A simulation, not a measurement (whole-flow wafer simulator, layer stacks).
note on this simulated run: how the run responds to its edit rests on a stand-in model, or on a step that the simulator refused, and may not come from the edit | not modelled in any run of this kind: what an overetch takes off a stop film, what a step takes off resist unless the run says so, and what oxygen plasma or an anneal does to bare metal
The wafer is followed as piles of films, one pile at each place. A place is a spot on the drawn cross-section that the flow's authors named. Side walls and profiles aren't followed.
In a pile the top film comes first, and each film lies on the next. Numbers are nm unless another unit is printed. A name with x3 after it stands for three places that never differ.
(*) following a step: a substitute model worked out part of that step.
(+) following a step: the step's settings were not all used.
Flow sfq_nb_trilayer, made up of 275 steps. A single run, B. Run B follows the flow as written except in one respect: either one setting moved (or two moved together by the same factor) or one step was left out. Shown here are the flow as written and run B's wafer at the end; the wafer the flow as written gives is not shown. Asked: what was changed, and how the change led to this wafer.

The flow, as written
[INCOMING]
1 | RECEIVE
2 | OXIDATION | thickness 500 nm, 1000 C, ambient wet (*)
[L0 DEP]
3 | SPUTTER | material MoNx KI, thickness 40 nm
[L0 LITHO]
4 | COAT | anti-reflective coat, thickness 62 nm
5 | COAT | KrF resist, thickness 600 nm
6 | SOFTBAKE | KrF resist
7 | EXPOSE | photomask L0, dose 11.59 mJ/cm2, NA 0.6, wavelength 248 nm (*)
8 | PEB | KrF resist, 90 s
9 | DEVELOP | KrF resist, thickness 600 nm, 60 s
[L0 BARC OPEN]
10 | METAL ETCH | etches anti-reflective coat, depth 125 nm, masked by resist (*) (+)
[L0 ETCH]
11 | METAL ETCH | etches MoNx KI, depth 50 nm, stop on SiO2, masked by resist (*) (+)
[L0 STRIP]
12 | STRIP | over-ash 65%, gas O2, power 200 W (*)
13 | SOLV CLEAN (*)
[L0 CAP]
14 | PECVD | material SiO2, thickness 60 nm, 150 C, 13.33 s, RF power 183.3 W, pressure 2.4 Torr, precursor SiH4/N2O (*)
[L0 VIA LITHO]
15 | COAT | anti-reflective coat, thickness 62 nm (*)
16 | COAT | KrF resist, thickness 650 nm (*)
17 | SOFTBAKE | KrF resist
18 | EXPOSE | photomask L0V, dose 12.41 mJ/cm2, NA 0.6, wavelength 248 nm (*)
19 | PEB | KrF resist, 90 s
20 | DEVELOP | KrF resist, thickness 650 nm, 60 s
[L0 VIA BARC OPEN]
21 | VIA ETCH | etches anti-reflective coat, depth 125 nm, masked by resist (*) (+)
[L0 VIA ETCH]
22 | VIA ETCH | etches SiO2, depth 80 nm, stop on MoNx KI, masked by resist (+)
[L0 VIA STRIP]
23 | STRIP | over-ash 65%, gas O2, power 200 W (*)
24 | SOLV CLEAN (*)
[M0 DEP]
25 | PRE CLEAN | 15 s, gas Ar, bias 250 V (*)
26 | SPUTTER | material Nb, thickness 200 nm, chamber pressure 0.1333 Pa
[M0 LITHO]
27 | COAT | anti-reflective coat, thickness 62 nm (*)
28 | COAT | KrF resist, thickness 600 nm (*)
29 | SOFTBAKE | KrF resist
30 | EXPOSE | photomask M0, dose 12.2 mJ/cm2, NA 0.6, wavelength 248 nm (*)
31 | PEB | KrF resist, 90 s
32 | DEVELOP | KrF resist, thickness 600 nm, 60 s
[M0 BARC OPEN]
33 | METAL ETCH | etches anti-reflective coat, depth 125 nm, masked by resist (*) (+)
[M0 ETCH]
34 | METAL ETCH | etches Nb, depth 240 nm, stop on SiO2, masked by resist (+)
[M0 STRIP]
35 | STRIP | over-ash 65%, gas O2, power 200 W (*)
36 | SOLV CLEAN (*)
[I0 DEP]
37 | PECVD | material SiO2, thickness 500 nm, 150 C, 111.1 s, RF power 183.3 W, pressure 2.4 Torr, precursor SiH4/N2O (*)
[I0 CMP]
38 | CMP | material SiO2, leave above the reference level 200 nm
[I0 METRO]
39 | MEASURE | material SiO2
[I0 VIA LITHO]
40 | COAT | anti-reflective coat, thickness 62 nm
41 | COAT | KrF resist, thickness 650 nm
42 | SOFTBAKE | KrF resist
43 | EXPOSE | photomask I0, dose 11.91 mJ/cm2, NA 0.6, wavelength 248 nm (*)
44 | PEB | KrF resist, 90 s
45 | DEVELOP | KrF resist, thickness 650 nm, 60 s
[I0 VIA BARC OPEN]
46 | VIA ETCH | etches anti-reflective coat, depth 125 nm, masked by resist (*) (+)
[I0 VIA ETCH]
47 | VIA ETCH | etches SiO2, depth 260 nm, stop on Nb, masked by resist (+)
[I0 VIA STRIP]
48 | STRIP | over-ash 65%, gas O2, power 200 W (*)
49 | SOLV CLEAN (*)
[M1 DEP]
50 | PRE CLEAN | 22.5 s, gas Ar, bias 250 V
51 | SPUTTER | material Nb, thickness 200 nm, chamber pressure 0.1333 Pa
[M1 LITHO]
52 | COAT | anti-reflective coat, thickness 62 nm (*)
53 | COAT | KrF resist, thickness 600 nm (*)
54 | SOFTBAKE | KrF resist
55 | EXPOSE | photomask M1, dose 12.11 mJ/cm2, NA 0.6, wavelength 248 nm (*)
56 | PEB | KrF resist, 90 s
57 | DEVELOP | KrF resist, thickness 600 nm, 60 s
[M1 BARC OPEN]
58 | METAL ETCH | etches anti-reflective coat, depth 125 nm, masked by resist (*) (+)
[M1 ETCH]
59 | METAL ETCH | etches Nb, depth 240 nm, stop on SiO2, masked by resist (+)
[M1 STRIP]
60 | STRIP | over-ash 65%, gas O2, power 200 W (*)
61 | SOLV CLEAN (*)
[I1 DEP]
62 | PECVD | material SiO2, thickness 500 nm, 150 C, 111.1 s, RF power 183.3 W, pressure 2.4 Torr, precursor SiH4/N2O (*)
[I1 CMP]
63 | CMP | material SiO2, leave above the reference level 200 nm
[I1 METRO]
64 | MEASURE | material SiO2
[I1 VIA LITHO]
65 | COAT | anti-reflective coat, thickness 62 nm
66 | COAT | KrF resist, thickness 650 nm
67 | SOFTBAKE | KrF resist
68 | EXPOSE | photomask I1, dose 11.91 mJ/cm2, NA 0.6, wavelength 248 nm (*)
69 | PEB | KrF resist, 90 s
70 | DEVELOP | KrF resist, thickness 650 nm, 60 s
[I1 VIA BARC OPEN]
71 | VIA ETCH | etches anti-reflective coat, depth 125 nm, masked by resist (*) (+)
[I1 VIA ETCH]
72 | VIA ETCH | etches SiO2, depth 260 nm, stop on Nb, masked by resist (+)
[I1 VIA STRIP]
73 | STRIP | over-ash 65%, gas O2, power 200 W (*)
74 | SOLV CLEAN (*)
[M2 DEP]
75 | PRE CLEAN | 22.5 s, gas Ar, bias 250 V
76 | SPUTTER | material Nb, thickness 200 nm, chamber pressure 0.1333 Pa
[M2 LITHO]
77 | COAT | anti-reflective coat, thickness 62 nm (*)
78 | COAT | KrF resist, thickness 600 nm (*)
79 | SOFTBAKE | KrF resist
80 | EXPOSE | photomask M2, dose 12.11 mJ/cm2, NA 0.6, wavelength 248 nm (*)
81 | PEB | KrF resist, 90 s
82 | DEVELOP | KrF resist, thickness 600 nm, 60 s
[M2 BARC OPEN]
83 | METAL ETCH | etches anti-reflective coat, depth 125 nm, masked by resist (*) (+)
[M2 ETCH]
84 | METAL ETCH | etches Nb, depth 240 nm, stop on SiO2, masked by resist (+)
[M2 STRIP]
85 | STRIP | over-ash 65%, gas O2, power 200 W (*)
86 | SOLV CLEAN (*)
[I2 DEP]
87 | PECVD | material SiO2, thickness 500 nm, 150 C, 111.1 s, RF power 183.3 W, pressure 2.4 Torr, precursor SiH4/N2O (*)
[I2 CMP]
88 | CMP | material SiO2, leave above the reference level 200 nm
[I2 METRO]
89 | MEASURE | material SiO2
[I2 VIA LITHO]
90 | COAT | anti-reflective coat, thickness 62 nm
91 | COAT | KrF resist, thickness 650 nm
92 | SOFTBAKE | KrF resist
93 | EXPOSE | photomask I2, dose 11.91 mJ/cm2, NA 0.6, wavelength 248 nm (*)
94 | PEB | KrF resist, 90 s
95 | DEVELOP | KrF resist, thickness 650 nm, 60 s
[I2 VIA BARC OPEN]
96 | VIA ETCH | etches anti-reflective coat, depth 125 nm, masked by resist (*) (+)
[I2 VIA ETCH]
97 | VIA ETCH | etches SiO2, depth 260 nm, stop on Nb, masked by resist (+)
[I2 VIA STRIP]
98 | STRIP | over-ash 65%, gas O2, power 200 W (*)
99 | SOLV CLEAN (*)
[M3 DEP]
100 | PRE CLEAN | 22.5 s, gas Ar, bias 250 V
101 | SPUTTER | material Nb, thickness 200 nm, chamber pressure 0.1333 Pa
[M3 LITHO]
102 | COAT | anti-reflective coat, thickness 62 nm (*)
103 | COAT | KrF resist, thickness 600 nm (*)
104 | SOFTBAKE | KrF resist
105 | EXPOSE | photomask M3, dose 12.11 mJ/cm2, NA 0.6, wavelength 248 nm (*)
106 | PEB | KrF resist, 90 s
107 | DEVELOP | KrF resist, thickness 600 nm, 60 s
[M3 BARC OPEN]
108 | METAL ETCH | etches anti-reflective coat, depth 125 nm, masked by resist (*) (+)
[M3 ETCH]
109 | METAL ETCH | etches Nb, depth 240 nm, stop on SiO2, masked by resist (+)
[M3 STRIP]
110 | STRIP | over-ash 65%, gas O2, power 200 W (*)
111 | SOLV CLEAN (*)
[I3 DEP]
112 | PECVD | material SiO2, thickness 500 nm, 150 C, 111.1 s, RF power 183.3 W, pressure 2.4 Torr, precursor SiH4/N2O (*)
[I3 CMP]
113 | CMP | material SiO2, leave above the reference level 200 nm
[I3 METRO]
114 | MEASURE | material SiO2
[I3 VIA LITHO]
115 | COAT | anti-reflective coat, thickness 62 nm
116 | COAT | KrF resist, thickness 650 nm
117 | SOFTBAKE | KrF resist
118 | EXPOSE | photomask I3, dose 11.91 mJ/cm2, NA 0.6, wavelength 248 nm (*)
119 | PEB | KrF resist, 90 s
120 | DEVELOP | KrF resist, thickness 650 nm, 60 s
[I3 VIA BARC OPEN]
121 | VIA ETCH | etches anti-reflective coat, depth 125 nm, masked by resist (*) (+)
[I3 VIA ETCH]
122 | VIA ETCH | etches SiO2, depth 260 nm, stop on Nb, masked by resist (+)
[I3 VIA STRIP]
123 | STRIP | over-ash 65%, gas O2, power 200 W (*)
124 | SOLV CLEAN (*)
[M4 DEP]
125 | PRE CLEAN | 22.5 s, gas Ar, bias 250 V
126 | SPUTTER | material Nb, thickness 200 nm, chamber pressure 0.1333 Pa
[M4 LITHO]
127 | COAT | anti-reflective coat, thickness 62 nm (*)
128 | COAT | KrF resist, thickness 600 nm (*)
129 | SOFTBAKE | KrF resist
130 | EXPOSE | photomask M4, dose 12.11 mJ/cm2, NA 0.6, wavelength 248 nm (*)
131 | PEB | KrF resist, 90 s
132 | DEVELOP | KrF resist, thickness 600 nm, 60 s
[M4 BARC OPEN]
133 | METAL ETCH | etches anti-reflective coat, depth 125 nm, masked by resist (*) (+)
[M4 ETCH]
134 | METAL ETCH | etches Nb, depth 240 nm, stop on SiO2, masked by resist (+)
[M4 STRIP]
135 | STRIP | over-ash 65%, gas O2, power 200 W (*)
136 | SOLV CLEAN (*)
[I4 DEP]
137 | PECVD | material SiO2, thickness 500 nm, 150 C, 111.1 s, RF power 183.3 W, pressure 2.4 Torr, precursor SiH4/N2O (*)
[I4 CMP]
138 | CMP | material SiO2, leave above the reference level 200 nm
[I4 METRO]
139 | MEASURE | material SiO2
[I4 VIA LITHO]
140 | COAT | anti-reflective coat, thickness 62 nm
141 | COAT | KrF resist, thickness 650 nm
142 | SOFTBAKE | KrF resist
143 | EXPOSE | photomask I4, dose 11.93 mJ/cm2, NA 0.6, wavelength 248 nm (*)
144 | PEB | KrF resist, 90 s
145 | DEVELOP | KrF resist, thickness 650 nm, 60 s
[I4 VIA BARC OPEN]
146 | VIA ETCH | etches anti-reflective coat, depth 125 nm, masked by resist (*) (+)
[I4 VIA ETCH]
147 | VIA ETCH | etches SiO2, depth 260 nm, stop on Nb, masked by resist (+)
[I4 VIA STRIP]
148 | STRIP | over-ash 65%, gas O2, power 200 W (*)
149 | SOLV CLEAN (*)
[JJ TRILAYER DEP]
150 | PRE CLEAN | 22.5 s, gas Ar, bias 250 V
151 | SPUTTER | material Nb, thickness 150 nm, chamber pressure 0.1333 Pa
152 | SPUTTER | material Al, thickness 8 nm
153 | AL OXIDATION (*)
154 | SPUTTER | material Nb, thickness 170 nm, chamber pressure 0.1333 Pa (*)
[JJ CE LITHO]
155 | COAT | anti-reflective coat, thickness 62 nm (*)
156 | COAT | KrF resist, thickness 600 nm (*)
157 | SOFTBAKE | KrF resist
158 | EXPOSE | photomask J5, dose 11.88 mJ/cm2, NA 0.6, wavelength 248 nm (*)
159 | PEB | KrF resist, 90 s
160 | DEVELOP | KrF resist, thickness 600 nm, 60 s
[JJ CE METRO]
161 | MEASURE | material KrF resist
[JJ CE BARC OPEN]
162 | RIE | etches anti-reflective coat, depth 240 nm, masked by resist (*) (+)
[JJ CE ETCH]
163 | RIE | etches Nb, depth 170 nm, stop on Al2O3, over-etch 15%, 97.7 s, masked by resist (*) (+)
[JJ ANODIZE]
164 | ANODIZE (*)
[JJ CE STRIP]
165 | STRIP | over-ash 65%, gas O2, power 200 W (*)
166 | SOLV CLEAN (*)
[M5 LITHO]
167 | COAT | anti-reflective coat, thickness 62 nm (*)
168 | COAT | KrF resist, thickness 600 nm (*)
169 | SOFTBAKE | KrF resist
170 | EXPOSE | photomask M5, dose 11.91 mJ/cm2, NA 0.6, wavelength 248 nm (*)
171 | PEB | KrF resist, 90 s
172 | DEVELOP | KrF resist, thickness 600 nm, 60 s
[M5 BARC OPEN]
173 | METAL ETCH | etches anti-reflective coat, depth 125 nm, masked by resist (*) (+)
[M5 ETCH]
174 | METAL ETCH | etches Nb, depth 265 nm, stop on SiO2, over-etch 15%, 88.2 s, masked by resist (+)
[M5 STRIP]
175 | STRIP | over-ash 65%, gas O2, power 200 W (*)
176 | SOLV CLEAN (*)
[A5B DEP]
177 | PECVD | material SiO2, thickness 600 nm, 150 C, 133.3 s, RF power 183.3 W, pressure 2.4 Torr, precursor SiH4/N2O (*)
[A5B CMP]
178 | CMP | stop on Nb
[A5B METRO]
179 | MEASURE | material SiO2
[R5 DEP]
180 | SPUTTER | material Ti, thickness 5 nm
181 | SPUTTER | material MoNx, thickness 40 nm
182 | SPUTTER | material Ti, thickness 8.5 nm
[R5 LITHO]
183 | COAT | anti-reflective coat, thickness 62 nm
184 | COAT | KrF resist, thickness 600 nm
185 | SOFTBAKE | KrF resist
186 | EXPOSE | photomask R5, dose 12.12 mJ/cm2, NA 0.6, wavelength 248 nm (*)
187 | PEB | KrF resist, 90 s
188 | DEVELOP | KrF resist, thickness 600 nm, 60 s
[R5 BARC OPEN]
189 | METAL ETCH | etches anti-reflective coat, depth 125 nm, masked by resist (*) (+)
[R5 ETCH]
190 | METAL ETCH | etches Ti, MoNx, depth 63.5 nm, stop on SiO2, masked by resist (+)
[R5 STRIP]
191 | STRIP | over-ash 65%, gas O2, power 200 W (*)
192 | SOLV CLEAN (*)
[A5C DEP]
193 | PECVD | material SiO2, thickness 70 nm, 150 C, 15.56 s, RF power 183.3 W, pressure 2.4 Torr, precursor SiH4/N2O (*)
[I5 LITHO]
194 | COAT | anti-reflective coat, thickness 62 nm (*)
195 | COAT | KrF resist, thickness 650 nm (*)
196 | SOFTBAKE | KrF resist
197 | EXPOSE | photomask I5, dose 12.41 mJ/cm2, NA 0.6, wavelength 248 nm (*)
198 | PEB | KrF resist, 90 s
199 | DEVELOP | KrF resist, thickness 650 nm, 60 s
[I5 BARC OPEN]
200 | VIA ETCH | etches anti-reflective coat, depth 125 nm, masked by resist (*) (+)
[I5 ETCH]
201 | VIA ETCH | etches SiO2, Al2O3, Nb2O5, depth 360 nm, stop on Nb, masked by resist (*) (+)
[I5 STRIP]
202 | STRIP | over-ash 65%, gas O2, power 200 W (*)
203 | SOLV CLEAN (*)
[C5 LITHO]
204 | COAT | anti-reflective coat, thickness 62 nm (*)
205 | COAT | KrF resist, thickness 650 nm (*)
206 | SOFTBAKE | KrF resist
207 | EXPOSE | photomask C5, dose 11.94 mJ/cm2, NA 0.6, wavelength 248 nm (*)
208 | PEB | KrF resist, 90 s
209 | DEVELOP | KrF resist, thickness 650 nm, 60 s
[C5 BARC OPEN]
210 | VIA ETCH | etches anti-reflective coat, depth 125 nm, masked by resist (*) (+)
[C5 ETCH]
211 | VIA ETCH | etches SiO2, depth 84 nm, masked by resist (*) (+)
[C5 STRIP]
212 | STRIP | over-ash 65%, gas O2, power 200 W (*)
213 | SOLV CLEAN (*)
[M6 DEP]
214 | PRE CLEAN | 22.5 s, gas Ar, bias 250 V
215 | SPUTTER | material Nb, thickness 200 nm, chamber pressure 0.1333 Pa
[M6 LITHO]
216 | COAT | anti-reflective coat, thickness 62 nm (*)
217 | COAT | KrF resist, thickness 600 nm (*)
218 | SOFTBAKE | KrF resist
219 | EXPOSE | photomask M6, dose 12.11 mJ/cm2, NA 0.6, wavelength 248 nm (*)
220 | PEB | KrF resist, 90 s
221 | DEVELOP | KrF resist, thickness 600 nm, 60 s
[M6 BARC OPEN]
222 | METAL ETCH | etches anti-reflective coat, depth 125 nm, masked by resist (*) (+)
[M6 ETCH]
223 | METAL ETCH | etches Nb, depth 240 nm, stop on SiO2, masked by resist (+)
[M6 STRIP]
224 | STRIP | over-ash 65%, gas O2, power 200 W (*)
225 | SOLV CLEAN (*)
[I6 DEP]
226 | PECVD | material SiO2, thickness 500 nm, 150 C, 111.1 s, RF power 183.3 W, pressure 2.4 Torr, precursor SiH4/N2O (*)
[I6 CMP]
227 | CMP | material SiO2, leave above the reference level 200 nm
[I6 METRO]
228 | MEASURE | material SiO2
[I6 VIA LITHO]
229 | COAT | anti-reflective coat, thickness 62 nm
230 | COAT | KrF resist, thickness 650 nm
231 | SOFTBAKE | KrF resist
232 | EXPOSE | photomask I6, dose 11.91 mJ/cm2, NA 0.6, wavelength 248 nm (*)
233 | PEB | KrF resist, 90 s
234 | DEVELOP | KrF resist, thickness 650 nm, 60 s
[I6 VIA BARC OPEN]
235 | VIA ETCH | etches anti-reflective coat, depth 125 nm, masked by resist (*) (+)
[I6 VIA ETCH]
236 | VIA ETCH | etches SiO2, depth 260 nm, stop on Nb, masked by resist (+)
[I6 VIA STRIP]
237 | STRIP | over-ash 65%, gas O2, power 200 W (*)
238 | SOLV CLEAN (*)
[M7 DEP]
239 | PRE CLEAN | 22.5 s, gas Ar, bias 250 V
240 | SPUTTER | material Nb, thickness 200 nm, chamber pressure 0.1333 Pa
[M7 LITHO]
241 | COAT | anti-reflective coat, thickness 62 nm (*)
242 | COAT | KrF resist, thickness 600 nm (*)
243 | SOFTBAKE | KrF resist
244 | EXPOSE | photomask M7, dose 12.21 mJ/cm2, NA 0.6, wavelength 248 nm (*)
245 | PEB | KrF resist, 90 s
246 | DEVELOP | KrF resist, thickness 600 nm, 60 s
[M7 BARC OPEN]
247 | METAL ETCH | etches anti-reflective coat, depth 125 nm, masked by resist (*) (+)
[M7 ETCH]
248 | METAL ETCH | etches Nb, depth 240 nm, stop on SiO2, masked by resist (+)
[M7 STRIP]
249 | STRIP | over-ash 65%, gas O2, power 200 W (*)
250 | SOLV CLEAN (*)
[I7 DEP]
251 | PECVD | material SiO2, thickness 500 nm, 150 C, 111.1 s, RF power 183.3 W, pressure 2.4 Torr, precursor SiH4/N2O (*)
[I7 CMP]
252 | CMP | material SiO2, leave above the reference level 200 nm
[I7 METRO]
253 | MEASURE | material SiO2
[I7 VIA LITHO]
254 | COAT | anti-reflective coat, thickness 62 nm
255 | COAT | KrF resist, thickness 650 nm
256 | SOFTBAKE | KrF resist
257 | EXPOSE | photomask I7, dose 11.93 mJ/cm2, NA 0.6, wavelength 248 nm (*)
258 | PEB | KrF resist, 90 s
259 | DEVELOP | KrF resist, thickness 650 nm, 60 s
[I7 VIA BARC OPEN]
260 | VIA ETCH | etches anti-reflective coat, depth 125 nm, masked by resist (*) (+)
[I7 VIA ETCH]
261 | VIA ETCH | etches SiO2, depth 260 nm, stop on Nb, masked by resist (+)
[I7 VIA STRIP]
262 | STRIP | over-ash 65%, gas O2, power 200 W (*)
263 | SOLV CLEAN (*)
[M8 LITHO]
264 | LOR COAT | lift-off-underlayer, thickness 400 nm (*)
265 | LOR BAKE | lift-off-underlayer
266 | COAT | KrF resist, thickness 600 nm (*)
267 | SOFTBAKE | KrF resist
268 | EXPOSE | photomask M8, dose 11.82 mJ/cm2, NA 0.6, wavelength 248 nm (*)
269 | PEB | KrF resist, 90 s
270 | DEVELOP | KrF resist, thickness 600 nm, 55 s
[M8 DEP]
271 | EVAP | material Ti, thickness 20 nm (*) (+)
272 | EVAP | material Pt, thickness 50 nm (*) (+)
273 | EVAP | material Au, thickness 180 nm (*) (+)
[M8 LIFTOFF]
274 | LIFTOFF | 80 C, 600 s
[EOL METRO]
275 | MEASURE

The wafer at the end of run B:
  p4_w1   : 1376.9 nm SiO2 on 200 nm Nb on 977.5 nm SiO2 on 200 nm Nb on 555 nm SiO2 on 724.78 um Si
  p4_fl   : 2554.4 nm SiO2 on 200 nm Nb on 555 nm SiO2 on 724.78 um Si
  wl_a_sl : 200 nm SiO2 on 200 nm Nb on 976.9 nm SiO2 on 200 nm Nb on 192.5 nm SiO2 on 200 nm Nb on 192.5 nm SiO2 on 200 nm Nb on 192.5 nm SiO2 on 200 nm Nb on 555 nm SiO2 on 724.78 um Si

The reason: step 137, PECVD: material SiO2, thickness 500 nm, 150 C, 111.1 s, RF power 183.3 W, pressure 2.4 Torr, precursor SiH4/N2O (*), was omitted.

The path from the change to this, step by step:
  138 | CMP | material SiO2, leave above the reference level 200 nm
      field_l, be, be_sur and 55 more: nothing (as written it would have been: -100 SiO2)
      v_sur, via_wl, via_w and 35 more: -192.5 Nb (as written it would have been: -300 SiO2)
      (as well as at 10 more places)
  140 | COAT | anti-reflective coat, thickness 62 nm
      p3_s0, p3_s1, p3_s2, p3_s3, p3_s4, p3_s5: +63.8 anti-reflective coat (new film) (as written it would have been: +62 anti-reflective coat (new film))
      p3_l1, p3_l2, p3_l3, p3_l4, p3_l5, p3_l6: +59.5 anti-reflective coat (new film) (as written it would have been: +62 anti-reflective coat (new film))
      (as well as at 12 more places)
  141 | COAT | KrF resist, thickness 650 nm
      via_v: +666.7 KrF resist (new film) (as written it would have been: +650 KrF resist (new film))
  147 | VIA ETCH | etches SiO2, depth 260 nm, stop on Nb, masked by resist (+)
      via_wl, via_w, via_wr: -7.5 Nb (all of it), -170 SiO2 (as written it would have been: -199.8 SiO2 (all of it))
  148 | STRIP | over-ash 65%, gas O2, power 200 W (*)
      p3_l2, p3_l3, p3_l4, p3_l5: -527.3 KrF resist (all of it), -59.5 anti-reflective coat (all of it) (as written it would have been: -528.6 KrF resist (all of it), -62 anti-reflective coat (all of it))
      p3_s1, p3_s2, p3_s3: -530.5 KrF resist (all of it), -63.8 anti-reflective coat (all of it) (as written it would have been: -528.6 KrF resist (all of it), -62 anti-reflective coat (all of it))
      (as well as at 17 more places)
  150 | PRE CLEAN | 22.5 s, gas Ar, bias 250 V
      v_sur, via_sp, via_v and 33 more: -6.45 Nb (as written it would have been: -7.5 SiO2)
      via_wl, via_w, via_wr: -7.5 SiO2 (as written it would have been: -6.45 Nb)
  151 | SPUTTER | material Nb, thickness 150 nm, chamber pressure 0.1333 Pa
      v_sur, via_sp, wire and 32 more: +150 Nb (as written it would have been: +150 Nb (new film))
      via_wl, via_w, via_wr: +132.8 Nb (new film) (as written it would have been: +130.4 Nb)
      (as well as at 1 more place)
  154 | SPUTTER | material Nb, thickness 170 nm, chamber pressure 0.1333 Pa (*)
      via_wl, via_wr: +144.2 Nb (new film) (as written it would have been: +140.7 Nb (new film))
      via_w: +144.6 Nb (new film) (as written it would have been: +141 Nb (new film))
  155 | COAT | anti-reflective coat, thickness 62 nm (*)
      p3_s0, p3_s1, p3_s2, p3_s3, p3_s4, p3_s5: +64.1 anti-reflective coat (new film) (as written it would have been: +62 anti-reflective coat (new film))
      p3_l1, p3_l2, p3_l3, p3_l4: +59.4 anti-reflective coat (new film) (as written it would have been: +62 anti-reflective coat (new film))
      (as well as at 20 more places)
  156 | COAT | KrF resist, thickness 600 nm (*)
      via_w: +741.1 KrF resist (new film) (as written it would have been: +763.8 KrF resist (new film))
      via_v: +611.6 KrF resist (new film) (as written it would have been: +592.5 KrF resist (new film))
  160 | DEVELOP | KrF resist, thickness 600 nm, 60 s
      via_w: -739.5 KrF resist (all of it) (as written it would have been: -762.1 KrF resist (all of it))
      via_v: -610.3 KrF resist (all of it) (as written it would have been: -591.2 KrF resist (all of it))
  162 | RIE | etches anti-reflective coat, depth 240 nm, masked by resist (*) (+)
      p3_s0, p3_s1, p3_s2, p3_s3, p3_s4, p3_s5: -64.1 anti-reflective coat (all of it) (as written it would have been: -62 anti-reflective coat (all of it))
      ce_l, c5j, ce_r, wl_jj: -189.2 KrF resist (as written it would have been: -209.4 KrF resist)
      (as well as at 24 more places)
  163 | RIE | etches Nb, depth 170 nm, stop on Al2O3, over-etch 15%, 97.7 s, masked by resist (*) (+)
      via_wl, via_wr: -144.2 Nb (all of it), -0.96 Al2O3 (all of it) (as written it would have been: -140.7 Nb (all of it), -0.96 Al2O3 (all of it))
      via_w: -144.6 Nb (all of it), -0.96 Al2O3 (all of it) (as written it would have been: -141 Nb (all of it), -0.96 Al2O3 (all of it))
  164 | ANODIZE (*)
      via_v: +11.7 Al2O3, +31 Nb2O5 (new film), -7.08 Al (all of it), -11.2 Nb (as written it would have been: +12.2 Al2O3, +29.9 Nb2O5 (new film), -7.42 Al (all of it), -10.8 Nb)
  165 | STRIP | over-ash 65%, gas O2, power 200 W (*)
      ce_l: -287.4 KrF resist (all of it), -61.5 anti-reflective coat (all of it) (as written it would have been: -266.8 KrF resist (all of it), -61.4 anti-reflective coat (all of it))
      c5j: -287.5 KrF resist (all of it), -61.6 anti-reflective coat (all of it) (as written it would have been: -266.9 KrF resist (all of it), -61.5 anti-reflective coat (all of it))
      (as well as at 2 more places)
  167 | COAT | anti-reflective coat, thickness 62 nm (*)
      p3_s0, p3_s1, p3_s2, p3_s3, p3_s4, p3_s5: +64 anti-reflective coat (new film) (as written it would have been: +62 anti-reflective coat (new film))
      p3_l1, p3_l2, p3_l3, p3_l4, p3_l5: +59.2 anti-reflective coat (new film) (as written it would have been: +62 anti-reflective coat (new film))
      (as well as at 21 more places)
  ... another 16 steps ...
  227 | CMP | material SiO2, leave above the reference level 200 nm
      ce_l, ce_r: -300 SiO2 (as written it would have been: -290 SiO2)
      c5j: -233 SiO2 (as written it would have been: -223 SiO2)
Taking metal films that touch as one body, p4_w1 has 2 bodies (between them, from the top down: SiO2 977.5); the flow as written gives 3 bodies (between them, from the top down: SiO2 192.5; SiO2 977.5).
Taking metal films that touch as one body, p4_fl has 1 body; the flow as written gives 2 bodies (between them, from the top down: SiO2 1370).
Taking metal films that touch as one body, wl_a_sl has 5 bodies (between them, from the top down: SiO2 976.9; SiO2 192.5; SiO2 192.5; SiO2 192.5); the flow as written gives 6 bodies (between them, from the top down: SiO2 975.9; SiO2 192.5; SiO2 192.5; SiO2 192.5; SiO2 192.5).
